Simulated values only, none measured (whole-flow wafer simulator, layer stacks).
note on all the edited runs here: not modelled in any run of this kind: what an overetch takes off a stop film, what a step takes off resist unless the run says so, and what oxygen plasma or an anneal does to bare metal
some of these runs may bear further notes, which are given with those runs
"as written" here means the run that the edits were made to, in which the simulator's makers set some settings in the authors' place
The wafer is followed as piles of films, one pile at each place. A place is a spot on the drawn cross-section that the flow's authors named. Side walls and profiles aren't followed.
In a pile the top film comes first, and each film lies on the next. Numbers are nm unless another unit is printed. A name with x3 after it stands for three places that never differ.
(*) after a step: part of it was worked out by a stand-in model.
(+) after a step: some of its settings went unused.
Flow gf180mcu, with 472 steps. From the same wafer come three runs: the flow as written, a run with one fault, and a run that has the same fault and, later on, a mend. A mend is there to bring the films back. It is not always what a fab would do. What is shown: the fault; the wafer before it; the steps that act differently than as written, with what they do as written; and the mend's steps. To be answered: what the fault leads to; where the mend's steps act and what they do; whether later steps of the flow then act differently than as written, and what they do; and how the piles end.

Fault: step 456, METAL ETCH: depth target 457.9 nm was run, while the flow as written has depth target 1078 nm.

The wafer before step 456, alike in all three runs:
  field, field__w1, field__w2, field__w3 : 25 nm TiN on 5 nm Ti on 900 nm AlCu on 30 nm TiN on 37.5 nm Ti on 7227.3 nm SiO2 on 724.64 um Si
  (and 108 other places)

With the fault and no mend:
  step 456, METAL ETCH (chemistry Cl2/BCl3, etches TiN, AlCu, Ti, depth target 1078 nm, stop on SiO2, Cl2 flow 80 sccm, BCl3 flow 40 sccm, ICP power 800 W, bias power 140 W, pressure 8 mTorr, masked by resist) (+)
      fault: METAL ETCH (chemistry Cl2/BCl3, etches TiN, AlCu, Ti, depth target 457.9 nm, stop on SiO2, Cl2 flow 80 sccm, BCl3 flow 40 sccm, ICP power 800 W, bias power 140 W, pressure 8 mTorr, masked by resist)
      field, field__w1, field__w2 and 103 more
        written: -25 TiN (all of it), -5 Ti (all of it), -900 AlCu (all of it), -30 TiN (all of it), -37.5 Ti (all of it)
        fault: -25 TiN (all of it), -5 Ti (all of it), -427.9 AlCu
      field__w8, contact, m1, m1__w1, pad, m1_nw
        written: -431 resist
        fault: -183.2 resist
  Steps later in the flow that act otherwise than as written:
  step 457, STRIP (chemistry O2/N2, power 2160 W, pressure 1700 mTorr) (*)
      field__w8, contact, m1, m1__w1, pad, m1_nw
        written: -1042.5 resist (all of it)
        fault: -1290.3 resist (all of it)
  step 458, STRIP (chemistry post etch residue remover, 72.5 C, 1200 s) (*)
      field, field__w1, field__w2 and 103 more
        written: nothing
        fault: -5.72 AlCu
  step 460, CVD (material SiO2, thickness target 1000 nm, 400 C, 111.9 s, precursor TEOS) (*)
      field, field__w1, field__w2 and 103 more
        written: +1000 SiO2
        fault: +1000 SiO2 (new film)
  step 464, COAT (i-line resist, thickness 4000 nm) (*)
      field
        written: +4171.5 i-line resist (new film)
        fault: +4064.9 i-line resist (new film)
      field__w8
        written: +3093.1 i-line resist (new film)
        fault: +3572.1 i-line resist (new film)
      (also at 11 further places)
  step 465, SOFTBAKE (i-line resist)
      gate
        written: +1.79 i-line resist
        fault: -1.24 i-line resist
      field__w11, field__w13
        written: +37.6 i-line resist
        fault: +13.4 i-line resist
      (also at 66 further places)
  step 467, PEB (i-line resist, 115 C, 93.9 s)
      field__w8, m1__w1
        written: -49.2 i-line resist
        fault: -59 i-line resist
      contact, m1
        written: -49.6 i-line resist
        fault: -59.2 i-line resist
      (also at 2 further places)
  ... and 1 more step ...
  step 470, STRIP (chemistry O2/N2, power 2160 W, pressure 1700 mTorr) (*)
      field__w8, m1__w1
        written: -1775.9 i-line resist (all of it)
        fault: -2287.8 i-line resist (all of it)
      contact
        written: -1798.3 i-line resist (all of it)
        fault: -2294.8 i-line resist (all of it)
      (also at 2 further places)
  The piles end different from the flow's at field, field__w1, field__w2 and 103 more by more than 2% or 0.5 nm, whichever is larger.
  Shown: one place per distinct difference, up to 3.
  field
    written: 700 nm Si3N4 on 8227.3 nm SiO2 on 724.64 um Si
    fault: 700 nm Si3N4 on 1000 nm SiO2 on 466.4 nm AlCu on 30 nm TiN on 37.5 nm Ti on 7227.3 nm SiO2 on 724.64 um Si
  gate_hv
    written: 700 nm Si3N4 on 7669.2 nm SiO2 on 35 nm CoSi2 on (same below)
    fault: 700 nm Si3N4 on 1000 nm SiO2 on 466.4 nm AlCu on 30 nm TiN on 37.5 nm Ti on 6669.2 nm SiO2 on 35 nm CoSi2 on (same below)
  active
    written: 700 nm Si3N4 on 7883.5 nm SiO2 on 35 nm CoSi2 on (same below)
    fault: 700 nm Si3N4 on 1000 nm SiO2 on 466.4 nm AlCu on 30 nm TiN on 37.5 nm Ti on 6883.5 nm SiO2 on 35 nm CoSi2 on (same below)

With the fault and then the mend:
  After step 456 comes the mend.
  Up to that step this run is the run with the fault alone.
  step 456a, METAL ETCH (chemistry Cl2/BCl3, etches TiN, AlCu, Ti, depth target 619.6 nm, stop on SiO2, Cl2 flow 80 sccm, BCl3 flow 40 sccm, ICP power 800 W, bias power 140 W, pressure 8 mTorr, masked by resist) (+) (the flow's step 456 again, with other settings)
      field, field__w1, field__w2 and 103 more
        -472.1 AlCu (all of it), -30 TiN (all of it), -37.5 Ti (all of it)
      field__w8, contact, m1, m1__w1, pad, m1_nw
        -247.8 resist
  Every later step of the flow that is run acts as written at every place that is followed.
  By the end, the piles equal the flow's at every place that both follow.
